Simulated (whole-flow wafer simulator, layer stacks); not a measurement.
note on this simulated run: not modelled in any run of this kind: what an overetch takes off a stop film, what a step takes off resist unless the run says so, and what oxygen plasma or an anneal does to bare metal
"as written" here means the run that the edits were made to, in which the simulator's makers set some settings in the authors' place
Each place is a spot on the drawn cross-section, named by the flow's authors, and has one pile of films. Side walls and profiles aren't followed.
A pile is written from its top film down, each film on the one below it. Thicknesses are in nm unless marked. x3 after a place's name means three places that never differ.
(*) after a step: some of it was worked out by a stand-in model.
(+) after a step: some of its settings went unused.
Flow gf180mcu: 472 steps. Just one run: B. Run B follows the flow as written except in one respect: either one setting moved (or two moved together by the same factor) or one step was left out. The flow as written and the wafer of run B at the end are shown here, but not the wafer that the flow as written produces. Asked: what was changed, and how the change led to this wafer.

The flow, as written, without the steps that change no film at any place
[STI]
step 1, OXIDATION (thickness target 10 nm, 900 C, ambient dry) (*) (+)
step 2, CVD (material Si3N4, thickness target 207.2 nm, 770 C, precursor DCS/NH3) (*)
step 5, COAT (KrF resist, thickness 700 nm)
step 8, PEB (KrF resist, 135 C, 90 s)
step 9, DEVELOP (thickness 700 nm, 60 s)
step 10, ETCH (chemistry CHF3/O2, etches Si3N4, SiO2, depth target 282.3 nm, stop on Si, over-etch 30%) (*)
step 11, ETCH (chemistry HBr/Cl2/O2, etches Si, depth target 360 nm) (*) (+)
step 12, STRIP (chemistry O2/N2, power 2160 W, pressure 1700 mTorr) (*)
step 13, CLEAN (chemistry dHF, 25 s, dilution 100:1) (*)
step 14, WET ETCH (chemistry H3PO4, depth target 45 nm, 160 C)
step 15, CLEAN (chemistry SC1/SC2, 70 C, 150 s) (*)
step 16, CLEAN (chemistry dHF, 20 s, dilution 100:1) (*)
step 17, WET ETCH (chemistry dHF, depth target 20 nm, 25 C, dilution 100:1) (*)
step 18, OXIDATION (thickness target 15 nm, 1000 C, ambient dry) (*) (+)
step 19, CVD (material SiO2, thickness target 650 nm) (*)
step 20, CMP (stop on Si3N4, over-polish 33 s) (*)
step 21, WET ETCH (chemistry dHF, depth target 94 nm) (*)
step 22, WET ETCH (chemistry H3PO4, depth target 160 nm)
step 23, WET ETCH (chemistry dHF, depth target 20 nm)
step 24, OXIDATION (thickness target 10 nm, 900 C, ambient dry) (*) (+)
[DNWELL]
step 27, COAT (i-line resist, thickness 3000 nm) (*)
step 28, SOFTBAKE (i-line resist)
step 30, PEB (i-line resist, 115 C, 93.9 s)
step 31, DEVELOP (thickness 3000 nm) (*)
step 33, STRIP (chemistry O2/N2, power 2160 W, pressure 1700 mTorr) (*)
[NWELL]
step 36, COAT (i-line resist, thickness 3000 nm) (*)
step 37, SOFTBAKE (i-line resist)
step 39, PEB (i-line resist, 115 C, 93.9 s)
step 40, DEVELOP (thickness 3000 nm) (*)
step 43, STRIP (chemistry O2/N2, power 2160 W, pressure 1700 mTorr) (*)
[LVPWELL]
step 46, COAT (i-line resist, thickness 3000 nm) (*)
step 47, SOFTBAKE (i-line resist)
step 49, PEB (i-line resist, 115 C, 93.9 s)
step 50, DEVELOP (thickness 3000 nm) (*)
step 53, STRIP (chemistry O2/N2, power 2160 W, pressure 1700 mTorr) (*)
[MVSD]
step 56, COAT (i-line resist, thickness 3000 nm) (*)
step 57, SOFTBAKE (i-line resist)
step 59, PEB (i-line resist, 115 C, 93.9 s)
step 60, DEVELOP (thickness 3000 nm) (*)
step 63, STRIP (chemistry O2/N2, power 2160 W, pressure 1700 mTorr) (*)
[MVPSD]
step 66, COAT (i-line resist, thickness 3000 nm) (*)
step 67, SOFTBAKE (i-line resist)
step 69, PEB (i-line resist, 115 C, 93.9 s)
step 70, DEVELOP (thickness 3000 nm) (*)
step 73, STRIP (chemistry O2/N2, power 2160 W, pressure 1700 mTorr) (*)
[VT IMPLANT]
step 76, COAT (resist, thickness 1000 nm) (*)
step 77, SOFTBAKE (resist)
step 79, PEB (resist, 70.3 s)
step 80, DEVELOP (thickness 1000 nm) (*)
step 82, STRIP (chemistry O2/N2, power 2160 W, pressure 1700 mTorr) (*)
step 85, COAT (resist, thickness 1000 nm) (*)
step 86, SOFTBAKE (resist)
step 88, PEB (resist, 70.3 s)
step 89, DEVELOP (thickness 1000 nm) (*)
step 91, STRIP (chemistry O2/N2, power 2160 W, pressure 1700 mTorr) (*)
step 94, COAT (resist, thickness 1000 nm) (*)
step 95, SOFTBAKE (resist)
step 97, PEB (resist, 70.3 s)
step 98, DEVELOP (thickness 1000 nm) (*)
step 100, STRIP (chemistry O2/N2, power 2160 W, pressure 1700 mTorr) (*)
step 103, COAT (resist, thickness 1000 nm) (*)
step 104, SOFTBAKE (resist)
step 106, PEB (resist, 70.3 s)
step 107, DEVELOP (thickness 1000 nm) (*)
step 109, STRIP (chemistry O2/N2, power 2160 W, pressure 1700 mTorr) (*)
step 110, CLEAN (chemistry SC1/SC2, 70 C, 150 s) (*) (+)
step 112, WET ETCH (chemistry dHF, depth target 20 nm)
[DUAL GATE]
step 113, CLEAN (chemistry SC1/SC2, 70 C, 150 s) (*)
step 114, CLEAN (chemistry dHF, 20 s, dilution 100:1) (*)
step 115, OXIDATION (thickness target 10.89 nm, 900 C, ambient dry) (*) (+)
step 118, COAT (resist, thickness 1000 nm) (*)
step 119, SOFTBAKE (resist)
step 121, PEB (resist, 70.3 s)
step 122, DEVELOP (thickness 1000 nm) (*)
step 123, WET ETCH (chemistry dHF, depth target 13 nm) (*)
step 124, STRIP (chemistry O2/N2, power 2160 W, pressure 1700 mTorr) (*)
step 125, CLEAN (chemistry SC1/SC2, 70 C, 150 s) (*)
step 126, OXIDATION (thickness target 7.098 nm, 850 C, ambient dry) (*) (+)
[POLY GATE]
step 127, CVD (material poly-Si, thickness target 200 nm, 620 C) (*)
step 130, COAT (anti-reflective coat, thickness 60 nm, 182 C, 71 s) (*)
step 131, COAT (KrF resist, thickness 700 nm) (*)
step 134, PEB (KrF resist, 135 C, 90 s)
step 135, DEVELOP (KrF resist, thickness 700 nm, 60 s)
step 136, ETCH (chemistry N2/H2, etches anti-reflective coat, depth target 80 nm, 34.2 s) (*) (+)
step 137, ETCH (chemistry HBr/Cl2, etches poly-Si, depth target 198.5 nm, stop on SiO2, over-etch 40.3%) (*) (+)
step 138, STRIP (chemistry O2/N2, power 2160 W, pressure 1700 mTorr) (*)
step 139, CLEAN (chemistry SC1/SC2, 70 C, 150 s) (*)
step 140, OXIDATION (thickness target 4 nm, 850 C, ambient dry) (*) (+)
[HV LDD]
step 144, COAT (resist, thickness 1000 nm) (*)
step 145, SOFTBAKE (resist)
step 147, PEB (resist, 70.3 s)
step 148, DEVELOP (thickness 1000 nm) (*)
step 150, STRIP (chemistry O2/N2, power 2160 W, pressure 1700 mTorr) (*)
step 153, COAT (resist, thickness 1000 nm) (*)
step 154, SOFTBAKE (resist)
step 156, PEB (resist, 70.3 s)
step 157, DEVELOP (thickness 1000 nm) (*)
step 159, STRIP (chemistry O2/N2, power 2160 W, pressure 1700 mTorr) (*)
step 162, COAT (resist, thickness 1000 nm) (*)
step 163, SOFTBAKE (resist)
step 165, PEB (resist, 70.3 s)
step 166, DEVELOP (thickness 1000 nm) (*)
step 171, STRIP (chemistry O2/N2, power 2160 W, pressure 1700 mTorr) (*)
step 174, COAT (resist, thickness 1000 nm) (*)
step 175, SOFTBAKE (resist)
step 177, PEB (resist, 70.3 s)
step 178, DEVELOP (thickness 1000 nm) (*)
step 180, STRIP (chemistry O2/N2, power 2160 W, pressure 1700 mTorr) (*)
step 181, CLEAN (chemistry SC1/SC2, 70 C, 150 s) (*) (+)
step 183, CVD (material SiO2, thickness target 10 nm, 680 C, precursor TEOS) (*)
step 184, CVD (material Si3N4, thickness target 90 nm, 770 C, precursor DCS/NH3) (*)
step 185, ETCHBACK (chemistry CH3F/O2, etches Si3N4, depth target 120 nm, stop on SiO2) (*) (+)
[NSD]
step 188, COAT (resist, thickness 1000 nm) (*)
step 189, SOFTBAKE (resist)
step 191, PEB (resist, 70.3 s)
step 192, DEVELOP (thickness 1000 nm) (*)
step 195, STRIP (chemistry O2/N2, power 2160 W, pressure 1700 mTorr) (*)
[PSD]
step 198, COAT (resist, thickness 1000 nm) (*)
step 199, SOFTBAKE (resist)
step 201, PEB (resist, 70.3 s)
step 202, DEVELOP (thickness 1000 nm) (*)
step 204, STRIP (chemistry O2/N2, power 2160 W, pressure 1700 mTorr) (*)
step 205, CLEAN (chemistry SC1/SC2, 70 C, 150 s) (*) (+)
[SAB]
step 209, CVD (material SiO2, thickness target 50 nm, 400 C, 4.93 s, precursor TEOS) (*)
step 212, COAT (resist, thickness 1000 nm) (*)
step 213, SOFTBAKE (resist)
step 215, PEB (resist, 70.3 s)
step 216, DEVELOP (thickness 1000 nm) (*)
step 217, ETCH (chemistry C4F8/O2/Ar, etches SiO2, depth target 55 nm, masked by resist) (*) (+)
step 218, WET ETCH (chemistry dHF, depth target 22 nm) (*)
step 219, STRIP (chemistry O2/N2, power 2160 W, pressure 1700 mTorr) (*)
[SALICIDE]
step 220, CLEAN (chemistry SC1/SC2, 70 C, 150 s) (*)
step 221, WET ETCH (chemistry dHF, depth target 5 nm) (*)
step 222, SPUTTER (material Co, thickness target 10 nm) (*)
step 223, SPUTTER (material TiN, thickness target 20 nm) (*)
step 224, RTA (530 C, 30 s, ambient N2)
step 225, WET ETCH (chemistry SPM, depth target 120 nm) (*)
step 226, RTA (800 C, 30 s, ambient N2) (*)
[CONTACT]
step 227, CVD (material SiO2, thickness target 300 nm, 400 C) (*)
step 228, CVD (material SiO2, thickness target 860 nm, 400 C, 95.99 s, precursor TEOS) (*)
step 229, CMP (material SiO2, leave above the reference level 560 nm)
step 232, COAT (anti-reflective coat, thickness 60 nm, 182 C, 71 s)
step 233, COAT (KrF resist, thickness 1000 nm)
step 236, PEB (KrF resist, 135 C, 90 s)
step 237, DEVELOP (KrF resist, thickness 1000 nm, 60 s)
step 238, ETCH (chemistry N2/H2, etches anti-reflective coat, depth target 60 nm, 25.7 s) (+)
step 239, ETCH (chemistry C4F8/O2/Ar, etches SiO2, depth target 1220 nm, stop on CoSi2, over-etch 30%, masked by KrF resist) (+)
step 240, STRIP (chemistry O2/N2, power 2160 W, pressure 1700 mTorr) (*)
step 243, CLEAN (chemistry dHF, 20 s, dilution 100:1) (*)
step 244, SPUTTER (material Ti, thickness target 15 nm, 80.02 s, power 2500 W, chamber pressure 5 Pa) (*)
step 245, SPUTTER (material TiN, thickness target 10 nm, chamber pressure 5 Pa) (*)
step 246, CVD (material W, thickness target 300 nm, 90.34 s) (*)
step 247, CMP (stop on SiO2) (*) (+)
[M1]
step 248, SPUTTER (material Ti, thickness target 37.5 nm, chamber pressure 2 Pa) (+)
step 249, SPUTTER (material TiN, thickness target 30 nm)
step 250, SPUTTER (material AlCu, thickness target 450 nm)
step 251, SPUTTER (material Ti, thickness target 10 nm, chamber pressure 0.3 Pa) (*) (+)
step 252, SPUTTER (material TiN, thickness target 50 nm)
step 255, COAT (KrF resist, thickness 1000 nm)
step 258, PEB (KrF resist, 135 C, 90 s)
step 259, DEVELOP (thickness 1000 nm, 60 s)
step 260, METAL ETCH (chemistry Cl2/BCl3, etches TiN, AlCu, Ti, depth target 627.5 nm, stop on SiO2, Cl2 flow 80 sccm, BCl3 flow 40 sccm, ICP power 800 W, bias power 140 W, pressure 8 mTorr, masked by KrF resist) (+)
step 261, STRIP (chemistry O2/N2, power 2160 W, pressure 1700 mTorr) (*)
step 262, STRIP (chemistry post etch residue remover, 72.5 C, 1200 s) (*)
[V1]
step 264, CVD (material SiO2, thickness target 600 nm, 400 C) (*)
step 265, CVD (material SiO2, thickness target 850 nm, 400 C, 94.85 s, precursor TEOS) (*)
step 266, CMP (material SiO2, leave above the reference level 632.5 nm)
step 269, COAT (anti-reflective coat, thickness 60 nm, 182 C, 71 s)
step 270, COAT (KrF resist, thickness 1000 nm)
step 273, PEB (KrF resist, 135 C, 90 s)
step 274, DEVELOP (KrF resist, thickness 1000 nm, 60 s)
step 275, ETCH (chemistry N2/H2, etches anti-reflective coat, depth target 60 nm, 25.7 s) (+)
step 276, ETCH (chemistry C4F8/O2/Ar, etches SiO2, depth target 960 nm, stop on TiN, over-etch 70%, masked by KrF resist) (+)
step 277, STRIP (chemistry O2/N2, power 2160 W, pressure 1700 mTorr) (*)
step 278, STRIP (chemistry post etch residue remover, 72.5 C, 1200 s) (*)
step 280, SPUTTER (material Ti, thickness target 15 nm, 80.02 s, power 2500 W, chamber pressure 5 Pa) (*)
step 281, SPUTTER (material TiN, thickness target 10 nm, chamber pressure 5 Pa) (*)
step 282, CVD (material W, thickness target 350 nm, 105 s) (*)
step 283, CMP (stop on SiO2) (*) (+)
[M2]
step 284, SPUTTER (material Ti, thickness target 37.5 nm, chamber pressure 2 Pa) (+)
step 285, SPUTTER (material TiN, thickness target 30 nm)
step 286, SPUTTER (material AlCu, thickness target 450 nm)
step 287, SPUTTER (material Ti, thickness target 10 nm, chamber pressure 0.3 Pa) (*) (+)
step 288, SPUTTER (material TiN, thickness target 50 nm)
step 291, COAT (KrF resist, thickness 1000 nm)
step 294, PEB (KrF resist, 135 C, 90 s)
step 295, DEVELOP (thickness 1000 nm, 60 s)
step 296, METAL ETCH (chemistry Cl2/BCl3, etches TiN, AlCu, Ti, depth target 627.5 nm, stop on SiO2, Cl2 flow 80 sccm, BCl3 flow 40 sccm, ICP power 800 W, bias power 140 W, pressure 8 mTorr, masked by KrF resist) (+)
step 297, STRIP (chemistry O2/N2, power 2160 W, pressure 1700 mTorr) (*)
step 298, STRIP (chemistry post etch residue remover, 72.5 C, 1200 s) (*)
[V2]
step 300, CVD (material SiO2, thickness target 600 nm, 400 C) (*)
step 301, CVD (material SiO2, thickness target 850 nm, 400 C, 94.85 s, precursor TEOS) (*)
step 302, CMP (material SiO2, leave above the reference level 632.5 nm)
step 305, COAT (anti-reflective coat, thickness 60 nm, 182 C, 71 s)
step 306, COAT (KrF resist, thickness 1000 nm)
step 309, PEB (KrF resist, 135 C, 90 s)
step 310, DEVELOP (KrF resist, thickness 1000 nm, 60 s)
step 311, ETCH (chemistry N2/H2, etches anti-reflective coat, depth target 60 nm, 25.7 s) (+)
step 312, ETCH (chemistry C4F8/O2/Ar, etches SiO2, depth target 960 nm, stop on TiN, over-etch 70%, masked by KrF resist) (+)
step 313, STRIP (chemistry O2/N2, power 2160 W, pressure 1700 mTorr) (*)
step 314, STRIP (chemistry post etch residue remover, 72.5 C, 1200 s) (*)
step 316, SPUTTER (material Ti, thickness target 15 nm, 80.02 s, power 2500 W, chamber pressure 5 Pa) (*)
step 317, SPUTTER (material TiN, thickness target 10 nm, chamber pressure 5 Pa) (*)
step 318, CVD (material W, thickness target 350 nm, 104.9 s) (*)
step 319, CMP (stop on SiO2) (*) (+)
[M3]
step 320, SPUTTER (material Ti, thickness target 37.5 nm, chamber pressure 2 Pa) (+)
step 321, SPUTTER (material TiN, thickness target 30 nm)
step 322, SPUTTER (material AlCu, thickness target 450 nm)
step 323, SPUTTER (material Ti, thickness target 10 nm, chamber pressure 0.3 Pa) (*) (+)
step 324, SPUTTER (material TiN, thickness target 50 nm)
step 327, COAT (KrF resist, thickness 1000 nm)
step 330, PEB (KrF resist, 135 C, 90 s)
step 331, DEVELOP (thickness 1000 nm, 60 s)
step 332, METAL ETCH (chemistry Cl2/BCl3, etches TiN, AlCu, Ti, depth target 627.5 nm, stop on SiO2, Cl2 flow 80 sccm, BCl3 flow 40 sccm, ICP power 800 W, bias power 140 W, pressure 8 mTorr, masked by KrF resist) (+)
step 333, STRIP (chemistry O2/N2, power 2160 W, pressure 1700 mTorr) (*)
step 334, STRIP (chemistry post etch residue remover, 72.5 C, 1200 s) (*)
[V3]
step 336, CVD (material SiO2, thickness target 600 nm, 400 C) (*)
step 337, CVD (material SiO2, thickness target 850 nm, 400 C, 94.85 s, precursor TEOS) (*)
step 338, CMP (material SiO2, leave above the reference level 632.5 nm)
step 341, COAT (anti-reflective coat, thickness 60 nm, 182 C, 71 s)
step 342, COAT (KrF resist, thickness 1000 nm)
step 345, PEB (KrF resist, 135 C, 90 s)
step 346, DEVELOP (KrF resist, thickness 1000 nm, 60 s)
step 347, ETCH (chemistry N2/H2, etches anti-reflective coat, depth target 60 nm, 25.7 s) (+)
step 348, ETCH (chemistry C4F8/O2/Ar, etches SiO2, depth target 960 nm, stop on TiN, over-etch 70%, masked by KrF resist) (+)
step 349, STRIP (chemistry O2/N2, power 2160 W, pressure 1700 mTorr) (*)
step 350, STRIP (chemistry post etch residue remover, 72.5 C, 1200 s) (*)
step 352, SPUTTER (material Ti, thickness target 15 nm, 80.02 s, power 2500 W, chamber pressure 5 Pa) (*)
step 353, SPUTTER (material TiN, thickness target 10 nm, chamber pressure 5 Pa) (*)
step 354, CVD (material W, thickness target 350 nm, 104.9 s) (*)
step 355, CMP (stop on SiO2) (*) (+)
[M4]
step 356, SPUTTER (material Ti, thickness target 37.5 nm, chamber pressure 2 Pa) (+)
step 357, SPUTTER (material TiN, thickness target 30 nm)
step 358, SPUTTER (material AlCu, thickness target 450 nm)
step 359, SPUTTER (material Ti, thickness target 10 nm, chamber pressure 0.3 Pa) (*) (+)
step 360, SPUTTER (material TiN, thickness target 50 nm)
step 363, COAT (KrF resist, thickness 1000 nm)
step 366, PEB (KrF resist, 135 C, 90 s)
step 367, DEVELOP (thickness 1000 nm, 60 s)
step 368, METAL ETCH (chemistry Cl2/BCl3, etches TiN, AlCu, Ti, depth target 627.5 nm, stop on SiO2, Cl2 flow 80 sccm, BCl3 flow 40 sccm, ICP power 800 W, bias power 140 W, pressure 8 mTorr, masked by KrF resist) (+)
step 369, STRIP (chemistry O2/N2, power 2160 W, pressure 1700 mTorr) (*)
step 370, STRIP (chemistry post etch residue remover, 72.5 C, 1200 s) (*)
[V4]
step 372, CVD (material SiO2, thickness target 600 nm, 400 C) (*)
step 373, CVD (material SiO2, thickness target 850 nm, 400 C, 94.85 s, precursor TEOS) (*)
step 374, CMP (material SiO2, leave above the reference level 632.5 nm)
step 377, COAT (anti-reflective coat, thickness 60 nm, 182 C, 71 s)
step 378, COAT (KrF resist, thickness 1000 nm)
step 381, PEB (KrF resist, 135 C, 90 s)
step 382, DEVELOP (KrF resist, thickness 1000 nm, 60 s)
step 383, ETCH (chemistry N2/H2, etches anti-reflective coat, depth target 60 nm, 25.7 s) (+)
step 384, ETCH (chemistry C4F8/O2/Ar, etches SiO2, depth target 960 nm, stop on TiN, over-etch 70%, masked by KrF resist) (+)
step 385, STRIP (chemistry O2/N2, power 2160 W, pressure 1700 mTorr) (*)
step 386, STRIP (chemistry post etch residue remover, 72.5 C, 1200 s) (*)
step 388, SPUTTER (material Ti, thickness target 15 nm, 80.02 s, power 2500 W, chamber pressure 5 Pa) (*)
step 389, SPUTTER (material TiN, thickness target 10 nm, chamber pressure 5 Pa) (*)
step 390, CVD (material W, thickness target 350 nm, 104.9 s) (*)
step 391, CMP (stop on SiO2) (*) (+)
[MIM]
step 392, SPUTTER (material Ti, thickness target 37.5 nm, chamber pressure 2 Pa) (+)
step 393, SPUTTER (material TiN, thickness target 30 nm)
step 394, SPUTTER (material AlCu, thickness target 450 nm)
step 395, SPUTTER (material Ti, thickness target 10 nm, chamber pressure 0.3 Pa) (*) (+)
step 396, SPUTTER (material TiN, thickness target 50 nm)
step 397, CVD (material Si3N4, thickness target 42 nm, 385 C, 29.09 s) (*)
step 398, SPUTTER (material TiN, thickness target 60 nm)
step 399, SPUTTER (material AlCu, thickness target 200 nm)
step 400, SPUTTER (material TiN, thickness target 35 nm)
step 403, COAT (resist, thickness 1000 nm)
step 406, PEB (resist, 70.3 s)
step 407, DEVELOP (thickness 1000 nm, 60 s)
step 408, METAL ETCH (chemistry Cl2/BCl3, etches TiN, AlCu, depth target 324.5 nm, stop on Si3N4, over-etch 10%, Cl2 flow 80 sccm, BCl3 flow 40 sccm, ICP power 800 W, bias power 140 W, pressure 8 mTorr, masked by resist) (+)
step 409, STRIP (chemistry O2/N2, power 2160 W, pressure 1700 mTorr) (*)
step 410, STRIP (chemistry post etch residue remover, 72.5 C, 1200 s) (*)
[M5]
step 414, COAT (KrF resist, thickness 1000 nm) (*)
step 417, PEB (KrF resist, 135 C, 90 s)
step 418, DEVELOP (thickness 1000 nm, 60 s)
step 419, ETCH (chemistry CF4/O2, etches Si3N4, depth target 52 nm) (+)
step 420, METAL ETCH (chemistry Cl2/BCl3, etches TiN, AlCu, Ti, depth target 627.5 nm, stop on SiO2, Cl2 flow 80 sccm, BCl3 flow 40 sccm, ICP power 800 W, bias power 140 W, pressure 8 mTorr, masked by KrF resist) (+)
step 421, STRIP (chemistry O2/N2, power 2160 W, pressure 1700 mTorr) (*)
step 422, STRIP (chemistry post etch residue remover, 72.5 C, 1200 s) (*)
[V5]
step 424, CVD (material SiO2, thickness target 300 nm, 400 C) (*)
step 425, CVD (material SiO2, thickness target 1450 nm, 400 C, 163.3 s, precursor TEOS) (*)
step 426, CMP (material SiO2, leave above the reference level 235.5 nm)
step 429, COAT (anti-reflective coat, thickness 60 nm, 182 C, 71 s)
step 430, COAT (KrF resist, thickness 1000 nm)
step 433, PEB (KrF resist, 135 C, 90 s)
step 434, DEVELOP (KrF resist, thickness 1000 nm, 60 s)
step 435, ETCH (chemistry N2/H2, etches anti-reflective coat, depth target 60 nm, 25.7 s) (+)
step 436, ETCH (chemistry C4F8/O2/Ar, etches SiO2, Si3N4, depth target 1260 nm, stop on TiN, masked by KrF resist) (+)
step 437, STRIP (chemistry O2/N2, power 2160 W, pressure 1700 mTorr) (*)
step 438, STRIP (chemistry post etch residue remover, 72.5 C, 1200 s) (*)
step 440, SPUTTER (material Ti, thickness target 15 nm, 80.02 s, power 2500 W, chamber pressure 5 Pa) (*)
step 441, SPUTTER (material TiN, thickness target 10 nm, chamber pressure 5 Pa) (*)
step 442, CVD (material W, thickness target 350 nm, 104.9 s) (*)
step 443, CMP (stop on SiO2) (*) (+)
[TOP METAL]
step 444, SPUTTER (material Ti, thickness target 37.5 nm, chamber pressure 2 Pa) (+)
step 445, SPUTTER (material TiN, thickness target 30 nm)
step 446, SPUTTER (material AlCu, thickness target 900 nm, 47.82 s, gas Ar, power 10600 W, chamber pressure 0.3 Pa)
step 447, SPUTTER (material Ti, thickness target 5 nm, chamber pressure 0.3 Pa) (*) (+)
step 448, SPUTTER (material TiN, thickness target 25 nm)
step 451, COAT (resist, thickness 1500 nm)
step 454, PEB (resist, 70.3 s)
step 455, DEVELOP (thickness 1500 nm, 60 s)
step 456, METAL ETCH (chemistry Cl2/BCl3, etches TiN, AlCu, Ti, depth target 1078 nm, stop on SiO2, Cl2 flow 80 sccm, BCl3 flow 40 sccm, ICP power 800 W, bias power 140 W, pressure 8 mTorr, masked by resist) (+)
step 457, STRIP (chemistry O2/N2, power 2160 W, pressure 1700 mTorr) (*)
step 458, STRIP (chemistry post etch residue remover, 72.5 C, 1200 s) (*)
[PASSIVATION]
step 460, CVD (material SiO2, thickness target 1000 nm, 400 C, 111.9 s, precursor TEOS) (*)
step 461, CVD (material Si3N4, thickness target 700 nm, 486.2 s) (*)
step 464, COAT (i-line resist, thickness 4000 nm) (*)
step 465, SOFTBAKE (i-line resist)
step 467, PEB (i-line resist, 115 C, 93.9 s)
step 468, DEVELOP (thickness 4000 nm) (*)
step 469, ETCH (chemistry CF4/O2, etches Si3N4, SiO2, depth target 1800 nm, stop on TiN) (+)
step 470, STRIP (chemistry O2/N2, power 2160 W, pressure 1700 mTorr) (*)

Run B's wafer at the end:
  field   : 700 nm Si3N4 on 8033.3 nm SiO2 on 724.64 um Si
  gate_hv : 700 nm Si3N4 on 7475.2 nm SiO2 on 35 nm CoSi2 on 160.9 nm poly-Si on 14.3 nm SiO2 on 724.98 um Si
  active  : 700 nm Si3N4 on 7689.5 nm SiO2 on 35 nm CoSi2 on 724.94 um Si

The reason: step 286, SPUTTER: thickness target 256 nm was run, whereas the flow has thickness target 450 nm.

Step by step, how the change led to this:
  step 286, SPUTTER (material AlCu, thickness target 450 nm)
      field, field__w1, field__w2 and 108 more: AlCu gains 256 (new film) (as written it would have been: AlCu gains 450 (new film))
  step 296, METAL ETCH (chemistry Cl2/BCl3, etches TiN, AlCu, Ti, depth target 627.5 nm, stop on SiO2, Cl2 flow 80 sccm, BCl3 flow 40 sccm, ICP power 800 W, bias power 140 W, pressure 8 mTorr, masked by KrF resist) (+)
      field, field__w1, field__w2 and 103 more: TiN loses 50 (all of it), Ti loses 10 (all of it), AlCu loses 256 (all of it), TiN loses 30 (all of it), Ti loses 37.5 (all of it) (as written it would have been: TiN loses 50 (all of it), Ti loses 10 (all of it), AlCu loses 450 (all of it), TiN loses 30 (all of it), Ti loses 37.5 (all of it))
      field__w8, contact, m1, m1__w1, m1_nw: KrF resist loses 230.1 (as written it would have been: KrF resist loses 251)
  step 297, STRIP (chemistry O2/N2, power 2160 W, pressure 1700 mTorr) (*)
      field__w8, contact, m1, m1__w1, m1_nw: KrF resist loses 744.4 (all of it) (as written it would have been: KrF resist loses 723.5 (all of it))
  step 302, CMP (material SiO2, leave above the reference level 632.5 nm)
      field, field__w1, field__w2 and 103 more: SiO2 loses 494 (as written it would have been: SiO2 loses 300)
